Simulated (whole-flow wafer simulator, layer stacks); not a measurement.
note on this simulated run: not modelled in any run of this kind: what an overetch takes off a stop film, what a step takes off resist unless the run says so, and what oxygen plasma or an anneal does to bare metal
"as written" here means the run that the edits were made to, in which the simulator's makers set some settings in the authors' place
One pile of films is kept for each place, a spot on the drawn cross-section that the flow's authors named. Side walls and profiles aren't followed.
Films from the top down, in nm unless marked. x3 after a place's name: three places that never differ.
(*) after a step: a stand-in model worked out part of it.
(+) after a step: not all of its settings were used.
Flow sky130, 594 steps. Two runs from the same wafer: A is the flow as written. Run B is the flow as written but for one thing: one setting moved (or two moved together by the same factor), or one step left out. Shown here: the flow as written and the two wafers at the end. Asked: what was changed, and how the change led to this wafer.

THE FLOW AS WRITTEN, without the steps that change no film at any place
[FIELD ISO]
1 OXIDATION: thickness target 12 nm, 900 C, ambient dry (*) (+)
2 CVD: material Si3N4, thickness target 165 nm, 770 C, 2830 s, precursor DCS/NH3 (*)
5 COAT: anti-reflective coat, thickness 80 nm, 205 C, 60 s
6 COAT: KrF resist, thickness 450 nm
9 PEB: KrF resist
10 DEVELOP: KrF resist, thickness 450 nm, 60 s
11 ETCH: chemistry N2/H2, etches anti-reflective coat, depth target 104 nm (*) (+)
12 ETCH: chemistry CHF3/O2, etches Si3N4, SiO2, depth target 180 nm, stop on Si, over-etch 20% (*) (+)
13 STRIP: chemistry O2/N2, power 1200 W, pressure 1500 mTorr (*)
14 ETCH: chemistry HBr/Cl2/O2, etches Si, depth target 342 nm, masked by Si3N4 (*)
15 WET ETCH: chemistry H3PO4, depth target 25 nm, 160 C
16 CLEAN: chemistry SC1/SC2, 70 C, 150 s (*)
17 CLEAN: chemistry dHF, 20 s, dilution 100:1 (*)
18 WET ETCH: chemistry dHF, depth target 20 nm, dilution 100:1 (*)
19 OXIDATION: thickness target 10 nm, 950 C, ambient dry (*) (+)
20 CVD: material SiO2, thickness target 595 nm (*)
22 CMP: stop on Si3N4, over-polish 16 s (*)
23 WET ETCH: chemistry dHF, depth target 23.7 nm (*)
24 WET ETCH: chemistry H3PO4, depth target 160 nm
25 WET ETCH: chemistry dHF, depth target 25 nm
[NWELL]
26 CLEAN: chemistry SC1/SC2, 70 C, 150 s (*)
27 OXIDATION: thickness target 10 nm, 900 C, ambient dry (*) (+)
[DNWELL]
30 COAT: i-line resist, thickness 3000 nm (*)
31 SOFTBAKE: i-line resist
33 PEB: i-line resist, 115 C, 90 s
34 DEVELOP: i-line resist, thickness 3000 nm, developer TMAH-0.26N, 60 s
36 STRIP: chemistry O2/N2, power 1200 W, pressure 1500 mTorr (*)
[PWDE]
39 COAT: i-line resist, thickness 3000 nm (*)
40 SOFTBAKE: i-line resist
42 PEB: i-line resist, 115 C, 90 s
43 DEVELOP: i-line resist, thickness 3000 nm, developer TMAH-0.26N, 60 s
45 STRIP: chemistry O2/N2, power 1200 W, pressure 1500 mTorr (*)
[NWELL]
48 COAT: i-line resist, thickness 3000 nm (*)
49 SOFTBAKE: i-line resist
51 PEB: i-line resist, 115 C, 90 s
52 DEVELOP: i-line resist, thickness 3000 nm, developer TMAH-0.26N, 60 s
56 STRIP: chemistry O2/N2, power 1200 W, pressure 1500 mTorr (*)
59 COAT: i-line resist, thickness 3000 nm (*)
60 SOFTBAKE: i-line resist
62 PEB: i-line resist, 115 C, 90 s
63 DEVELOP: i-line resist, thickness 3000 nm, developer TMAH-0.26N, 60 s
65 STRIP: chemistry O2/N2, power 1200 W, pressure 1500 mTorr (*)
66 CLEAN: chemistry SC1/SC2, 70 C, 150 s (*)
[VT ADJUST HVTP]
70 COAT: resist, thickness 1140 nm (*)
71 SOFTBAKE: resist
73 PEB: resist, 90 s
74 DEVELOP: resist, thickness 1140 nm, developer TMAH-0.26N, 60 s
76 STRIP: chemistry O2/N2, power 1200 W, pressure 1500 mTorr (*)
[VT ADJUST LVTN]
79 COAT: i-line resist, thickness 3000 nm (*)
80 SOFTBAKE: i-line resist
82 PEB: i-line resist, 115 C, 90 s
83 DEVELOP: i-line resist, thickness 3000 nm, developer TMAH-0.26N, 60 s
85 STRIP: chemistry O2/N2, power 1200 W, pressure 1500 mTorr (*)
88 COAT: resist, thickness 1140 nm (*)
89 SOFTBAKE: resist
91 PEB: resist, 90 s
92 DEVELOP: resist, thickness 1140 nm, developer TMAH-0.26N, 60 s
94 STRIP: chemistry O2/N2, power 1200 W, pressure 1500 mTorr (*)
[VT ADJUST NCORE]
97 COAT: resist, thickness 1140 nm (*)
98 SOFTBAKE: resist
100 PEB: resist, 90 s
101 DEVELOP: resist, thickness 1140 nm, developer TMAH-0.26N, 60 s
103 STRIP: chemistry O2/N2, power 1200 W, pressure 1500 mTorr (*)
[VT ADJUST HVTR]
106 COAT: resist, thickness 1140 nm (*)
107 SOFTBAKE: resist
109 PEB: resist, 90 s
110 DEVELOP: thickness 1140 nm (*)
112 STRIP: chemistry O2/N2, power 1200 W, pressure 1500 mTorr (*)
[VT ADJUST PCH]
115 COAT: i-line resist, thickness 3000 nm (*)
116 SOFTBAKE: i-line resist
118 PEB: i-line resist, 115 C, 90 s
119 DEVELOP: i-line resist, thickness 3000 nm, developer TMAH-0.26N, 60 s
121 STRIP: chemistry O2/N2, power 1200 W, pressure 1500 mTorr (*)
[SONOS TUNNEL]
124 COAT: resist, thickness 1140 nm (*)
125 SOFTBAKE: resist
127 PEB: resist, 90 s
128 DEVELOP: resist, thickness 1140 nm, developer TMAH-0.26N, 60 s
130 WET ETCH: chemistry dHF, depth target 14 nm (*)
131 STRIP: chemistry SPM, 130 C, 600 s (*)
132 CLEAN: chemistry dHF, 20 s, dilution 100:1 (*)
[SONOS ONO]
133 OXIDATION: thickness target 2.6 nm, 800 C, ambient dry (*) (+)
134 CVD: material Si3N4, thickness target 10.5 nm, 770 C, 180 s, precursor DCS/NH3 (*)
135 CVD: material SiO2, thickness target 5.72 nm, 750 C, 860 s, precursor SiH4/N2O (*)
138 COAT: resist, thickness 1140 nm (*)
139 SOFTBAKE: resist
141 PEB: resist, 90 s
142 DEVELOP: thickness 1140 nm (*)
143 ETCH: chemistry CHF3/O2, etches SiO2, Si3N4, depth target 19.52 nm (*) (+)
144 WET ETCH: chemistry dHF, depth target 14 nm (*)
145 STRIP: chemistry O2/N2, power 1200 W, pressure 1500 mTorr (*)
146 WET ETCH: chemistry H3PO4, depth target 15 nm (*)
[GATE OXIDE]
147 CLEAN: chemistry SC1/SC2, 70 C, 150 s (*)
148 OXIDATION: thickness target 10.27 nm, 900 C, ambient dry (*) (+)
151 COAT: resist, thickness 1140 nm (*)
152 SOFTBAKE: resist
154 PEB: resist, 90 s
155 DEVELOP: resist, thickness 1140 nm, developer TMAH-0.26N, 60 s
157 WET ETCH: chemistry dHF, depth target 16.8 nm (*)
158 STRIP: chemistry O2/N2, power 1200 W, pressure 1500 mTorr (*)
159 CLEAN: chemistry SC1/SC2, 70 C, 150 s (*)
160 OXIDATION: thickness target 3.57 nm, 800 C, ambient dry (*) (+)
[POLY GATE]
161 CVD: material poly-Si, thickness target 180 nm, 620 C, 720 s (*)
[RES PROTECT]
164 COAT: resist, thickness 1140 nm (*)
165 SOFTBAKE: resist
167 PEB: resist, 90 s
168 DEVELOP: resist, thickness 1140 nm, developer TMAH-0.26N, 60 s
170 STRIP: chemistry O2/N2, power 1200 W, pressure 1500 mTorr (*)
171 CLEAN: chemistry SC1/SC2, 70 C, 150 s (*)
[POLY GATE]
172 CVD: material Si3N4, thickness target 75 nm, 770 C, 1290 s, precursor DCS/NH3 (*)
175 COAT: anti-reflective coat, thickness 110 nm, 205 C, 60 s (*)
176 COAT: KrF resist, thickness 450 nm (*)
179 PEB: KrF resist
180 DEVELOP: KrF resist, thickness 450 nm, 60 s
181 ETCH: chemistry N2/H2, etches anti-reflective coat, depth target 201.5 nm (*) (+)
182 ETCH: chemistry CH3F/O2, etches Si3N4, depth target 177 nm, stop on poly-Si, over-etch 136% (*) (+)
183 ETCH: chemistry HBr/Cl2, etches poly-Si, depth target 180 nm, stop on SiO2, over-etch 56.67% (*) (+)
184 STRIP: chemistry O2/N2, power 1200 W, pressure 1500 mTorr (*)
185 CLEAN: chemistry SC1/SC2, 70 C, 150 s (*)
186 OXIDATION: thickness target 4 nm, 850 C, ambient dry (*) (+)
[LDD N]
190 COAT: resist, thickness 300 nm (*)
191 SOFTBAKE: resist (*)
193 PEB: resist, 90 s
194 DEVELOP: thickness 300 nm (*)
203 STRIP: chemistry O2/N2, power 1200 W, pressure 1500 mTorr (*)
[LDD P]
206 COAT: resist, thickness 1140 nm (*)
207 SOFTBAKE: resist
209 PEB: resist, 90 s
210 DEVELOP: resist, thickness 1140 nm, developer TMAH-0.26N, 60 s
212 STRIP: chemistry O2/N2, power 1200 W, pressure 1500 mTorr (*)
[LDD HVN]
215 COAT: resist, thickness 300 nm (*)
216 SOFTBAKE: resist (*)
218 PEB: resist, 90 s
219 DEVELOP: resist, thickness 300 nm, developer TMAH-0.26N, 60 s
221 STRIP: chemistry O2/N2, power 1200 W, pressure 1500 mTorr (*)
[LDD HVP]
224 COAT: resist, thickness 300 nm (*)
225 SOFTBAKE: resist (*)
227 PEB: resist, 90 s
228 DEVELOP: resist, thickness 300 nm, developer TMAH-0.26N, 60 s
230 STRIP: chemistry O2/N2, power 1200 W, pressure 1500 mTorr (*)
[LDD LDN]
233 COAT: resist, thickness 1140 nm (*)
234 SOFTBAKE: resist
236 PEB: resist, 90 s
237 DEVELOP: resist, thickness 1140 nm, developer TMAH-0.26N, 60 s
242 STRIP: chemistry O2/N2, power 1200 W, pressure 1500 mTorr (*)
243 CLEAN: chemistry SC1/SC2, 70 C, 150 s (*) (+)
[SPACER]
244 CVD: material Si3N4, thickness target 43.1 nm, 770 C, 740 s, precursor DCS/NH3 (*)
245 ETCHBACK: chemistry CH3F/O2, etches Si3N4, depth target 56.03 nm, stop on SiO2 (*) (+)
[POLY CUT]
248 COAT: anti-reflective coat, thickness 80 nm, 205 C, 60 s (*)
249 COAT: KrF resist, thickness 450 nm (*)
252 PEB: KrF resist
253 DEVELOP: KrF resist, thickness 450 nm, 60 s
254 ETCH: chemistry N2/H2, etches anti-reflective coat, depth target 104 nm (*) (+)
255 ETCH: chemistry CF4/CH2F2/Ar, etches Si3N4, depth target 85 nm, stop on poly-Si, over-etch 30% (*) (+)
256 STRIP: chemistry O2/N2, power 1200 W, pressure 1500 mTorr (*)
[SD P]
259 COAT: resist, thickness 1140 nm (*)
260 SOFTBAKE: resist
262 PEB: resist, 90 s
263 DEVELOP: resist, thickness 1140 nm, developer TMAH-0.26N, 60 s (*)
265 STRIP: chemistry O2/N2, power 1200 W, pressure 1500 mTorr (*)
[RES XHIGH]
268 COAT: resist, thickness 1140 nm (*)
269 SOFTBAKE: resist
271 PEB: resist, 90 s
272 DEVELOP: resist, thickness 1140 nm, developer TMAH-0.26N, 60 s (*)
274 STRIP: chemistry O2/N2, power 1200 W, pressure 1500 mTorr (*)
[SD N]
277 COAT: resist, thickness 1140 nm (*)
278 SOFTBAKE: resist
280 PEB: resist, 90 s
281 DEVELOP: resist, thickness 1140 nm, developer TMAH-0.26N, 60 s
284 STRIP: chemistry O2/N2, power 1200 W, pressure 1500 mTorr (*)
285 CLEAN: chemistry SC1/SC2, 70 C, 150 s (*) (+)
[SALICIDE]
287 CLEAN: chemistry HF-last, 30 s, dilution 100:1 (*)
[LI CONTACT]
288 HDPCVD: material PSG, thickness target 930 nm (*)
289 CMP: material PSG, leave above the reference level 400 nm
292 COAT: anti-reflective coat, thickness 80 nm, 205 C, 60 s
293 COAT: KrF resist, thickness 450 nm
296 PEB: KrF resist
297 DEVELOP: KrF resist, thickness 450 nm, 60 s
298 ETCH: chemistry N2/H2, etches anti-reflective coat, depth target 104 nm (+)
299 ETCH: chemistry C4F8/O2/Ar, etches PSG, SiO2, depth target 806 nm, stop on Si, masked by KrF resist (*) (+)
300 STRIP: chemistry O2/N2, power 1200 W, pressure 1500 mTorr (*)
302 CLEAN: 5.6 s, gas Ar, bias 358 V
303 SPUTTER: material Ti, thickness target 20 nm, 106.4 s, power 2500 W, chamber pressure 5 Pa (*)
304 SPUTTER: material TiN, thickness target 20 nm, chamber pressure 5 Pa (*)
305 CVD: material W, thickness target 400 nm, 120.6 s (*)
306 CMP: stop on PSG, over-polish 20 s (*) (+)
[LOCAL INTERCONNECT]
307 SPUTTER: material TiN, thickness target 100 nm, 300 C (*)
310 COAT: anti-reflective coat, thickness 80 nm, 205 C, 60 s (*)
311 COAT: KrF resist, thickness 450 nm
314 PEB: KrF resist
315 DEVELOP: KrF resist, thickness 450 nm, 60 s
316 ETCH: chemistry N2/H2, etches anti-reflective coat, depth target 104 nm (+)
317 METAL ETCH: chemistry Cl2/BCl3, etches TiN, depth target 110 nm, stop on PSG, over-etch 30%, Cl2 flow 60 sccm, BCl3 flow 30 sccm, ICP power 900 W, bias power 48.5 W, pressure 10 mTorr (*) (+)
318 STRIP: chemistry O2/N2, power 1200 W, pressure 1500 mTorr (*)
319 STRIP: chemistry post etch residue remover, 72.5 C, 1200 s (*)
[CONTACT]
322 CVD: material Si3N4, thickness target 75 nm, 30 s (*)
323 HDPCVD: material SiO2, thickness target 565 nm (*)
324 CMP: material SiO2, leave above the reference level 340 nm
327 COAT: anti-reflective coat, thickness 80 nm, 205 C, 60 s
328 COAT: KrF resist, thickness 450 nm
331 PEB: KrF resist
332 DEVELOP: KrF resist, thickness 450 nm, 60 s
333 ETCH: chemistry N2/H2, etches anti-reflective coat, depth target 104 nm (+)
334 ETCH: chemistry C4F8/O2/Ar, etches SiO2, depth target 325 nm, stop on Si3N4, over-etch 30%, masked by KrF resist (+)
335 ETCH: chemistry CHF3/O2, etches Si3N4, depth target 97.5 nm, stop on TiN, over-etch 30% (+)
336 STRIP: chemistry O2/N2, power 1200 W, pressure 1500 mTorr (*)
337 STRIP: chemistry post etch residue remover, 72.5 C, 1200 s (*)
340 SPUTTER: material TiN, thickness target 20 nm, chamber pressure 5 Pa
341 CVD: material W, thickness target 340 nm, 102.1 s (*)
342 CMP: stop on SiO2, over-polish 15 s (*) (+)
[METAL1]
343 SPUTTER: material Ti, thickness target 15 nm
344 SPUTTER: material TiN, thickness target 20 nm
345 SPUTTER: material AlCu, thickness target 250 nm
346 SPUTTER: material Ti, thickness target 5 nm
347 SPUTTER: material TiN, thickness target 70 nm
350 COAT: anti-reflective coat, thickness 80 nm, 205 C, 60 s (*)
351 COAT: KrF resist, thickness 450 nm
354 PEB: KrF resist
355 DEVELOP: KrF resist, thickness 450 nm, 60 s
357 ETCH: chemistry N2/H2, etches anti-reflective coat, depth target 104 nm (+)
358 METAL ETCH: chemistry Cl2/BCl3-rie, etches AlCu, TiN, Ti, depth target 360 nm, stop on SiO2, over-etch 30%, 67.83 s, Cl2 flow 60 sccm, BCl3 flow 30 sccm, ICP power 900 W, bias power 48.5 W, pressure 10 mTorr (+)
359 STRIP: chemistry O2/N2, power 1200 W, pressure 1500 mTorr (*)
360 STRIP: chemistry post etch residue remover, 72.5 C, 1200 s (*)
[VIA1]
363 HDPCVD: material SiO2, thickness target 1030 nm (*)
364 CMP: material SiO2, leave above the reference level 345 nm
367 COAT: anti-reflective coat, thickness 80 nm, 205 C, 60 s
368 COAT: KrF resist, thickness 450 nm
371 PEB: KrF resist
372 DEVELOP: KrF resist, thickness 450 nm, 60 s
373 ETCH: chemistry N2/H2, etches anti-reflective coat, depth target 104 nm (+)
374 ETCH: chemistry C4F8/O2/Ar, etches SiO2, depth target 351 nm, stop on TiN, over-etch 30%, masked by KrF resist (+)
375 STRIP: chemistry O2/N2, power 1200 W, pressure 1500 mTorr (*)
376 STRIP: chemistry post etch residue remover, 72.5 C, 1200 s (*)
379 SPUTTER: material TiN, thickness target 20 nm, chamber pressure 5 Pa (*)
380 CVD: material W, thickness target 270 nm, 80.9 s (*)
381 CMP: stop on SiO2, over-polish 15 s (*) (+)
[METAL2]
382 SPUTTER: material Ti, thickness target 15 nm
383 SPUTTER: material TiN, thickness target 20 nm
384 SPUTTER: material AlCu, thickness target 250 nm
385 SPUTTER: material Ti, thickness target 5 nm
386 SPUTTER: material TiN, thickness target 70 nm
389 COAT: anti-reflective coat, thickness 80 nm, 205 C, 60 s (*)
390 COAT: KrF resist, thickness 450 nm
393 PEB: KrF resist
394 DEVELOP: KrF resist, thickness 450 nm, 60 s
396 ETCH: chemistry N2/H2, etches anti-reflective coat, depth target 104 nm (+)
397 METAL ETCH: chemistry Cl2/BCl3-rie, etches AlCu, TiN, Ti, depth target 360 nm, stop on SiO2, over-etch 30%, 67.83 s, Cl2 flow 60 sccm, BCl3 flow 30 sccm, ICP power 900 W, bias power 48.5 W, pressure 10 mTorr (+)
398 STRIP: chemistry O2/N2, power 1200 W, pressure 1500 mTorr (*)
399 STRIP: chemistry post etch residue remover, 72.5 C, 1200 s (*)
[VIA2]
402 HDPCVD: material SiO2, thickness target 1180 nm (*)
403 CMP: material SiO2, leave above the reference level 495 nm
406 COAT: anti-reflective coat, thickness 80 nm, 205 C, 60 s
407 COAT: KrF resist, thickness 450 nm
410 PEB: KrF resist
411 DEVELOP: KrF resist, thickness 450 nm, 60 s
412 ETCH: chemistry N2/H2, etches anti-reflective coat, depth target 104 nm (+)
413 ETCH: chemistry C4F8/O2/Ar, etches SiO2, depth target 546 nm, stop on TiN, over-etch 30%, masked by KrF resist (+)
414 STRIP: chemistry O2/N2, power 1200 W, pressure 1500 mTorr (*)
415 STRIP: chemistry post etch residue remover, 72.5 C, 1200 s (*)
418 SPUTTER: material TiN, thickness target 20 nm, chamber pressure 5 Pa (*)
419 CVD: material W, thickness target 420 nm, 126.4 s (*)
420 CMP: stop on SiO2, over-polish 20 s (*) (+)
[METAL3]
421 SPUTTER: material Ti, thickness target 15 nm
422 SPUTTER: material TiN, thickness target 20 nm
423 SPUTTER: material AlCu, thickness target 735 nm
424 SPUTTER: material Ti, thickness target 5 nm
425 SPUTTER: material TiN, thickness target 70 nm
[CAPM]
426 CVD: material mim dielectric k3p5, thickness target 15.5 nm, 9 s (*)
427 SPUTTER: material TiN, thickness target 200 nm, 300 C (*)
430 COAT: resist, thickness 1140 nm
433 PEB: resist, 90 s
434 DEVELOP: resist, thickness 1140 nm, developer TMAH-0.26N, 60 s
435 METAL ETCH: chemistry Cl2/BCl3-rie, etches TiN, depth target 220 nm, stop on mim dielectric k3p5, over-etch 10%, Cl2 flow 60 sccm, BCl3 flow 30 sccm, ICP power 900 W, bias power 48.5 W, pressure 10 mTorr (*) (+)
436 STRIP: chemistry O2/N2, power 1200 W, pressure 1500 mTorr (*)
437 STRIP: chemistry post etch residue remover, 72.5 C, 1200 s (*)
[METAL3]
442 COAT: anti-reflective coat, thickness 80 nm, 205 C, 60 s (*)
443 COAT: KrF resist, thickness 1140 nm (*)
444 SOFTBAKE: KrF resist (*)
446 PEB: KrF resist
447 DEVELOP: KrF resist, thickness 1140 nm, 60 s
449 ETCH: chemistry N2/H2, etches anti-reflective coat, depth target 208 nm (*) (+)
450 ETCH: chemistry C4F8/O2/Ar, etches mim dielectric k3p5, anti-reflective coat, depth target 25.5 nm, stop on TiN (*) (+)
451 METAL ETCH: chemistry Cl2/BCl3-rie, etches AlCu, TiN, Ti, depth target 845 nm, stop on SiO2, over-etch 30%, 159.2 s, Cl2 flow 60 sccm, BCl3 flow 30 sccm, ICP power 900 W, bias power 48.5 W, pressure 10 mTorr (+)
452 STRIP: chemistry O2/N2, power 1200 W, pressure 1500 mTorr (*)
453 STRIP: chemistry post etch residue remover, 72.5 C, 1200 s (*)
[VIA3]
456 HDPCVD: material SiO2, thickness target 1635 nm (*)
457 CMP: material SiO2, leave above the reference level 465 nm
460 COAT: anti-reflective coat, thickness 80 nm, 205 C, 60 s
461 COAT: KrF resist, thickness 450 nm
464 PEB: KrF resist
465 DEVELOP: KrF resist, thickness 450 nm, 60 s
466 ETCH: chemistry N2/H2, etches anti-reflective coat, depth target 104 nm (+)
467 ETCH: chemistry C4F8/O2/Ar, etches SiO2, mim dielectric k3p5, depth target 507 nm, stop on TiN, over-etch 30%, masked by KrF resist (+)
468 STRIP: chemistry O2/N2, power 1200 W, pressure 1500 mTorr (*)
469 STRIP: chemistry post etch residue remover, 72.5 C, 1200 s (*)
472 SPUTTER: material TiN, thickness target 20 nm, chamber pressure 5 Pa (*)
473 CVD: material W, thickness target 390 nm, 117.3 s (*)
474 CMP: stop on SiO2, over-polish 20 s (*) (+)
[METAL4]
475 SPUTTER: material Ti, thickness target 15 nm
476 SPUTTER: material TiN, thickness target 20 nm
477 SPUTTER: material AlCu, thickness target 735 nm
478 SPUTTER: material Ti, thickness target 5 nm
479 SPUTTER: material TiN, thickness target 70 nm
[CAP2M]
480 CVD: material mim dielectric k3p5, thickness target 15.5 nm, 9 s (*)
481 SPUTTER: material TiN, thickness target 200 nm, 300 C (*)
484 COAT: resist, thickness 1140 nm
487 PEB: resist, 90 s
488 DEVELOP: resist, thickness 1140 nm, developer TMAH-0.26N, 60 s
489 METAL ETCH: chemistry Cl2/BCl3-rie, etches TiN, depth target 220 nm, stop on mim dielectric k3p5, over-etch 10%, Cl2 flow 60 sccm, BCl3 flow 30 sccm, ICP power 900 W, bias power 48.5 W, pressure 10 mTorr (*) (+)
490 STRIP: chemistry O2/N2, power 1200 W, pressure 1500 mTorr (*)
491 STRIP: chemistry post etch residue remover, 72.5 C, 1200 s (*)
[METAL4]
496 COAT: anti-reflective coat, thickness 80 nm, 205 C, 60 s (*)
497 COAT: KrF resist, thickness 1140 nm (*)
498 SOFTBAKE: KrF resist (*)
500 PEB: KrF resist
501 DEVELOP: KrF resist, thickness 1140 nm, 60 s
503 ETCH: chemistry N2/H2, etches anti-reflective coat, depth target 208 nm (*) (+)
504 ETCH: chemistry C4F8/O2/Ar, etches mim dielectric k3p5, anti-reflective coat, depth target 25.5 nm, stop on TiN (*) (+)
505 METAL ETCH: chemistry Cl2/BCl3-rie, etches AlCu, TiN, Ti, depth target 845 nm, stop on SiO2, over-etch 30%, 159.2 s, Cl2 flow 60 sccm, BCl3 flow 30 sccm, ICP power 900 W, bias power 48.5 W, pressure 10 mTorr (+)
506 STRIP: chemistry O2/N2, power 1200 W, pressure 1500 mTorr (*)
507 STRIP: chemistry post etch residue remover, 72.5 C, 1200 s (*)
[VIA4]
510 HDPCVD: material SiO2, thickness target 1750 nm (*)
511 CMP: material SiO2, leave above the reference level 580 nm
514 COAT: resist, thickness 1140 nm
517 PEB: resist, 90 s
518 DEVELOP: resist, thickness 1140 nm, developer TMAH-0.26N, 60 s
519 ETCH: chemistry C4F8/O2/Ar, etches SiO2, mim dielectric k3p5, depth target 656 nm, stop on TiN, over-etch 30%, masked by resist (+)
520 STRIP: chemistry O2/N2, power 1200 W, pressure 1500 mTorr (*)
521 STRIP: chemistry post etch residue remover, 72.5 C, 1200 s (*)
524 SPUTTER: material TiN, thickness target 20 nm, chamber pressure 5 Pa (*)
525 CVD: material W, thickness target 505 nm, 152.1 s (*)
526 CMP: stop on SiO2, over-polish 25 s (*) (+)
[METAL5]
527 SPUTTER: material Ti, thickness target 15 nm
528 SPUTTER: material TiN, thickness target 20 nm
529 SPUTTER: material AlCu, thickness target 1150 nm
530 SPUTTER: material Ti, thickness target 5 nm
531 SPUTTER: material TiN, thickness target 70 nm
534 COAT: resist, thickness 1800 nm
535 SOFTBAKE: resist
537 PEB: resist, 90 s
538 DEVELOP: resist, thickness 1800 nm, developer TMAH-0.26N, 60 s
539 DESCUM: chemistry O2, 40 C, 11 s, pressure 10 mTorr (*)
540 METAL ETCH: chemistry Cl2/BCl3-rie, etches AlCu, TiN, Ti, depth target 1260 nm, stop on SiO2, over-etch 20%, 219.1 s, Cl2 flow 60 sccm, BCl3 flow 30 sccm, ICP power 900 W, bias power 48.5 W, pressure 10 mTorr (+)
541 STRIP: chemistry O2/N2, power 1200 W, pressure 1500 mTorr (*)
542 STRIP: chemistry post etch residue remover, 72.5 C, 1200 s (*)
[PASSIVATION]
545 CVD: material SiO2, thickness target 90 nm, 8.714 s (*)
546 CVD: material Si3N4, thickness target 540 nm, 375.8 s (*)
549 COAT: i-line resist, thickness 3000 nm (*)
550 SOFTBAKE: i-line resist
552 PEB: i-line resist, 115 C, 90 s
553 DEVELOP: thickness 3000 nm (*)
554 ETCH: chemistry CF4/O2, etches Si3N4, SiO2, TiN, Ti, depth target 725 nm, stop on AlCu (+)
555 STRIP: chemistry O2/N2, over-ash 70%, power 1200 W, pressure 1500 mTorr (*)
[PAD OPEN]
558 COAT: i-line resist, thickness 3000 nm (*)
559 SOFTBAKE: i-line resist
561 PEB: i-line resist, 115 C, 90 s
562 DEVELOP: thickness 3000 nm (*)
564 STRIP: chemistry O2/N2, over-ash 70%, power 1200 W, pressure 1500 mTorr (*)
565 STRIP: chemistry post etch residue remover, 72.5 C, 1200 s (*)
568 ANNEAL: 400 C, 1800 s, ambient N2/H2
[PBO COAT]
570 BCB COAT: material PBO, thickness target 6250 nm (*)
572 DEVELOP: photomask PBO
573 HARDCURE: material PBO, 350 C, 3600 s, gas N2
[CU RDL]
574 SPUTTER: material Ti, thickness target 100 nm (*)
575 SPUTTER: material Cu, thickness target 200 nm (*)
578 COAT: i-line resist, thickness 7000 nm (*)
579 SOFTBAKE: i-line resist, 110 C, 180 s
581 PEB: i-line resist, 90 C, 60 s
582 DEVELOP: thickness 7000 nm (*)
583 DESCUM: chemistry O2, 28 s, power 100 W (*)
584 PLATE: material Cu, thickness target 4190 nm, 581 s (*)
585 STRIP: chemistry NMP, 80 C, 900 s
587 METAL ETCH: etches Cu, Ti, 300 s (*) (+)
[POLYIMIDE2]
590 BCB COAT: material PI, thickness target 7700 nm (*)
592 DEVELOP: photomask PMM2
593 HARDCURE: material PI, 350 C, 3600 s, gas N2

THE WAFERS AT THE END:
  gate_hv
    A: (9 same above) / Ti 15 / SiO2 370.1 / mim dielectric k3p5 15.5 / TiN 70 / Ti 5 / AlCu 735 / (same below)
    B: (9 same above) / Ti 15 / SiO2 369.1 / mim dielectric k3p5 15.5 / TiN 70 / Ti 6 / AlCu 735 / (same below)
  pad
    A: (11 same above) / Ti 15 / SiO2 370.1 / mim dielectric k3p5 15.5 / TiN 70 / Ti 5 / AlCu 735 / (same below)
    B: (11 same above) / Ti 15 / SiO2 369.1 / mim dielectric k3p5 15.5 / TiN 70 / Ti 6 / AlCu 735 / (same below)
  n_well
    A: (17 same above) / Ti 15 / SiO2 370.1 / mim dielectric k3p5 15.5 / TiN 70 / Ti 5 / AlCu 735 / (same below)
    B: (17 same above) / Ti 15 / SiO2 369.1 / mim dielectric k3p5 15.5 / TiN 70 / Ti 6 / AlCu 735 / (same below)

The cause: step 424, SPUTTER: thickness target 6 nm was run, where the flow has thickness target 5 nm.
It can be read off the wafer: gate_hv has Ti 6, and step 424 as written asks for 5 nm.

How the change led to this, step by step:
  424 SPUTTER: material Ti, thickness target 5 nm
      field, active, n_well and 188 more: A Ti +5 (new film) | B Ti +6 (new film)
  451 METAL ETCH: chemistry Cl2/BCl3-rie, etches AlCu, TiN, Ti, depth target 845 nm, stop on SiO2, over-etch 30%, 159.2 s, Cl2 flow 60 sccm, BCl3 flow 30 sccm, ICP power 900 W, bias power 48.5 W, pressure 10 mTorr (+)
      field, active, gate and 66 more: A TiN -70 (all of it), Ti -5 (all of it), AlCu -735 (all of it), TiN -20 (all of it), Ti -15 (all of it), SiO2 -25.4 | B TiN -70 (all of it), Ti -6 (all of it), AlCu -735 (all of it), TiN -20 (all of it), Ti -15 (all of it), SiO2 -25.2
      vpp_ln, vpp_iso2, ndiff_ln and 10 more: A TiN -70 (all of it), Ti -5 (all of it), AlCu -735 (all of it), TiN -20 (all of it), Ti -15 (all of it), SiO2 -25.3 | B TiN -70 (all of it), Ti -6 (all of it), AlCu -735 (all of it), TiN -20 (all of it), Ti -15 (all of it), SiO2 -25.2
      (and at 3 more places)
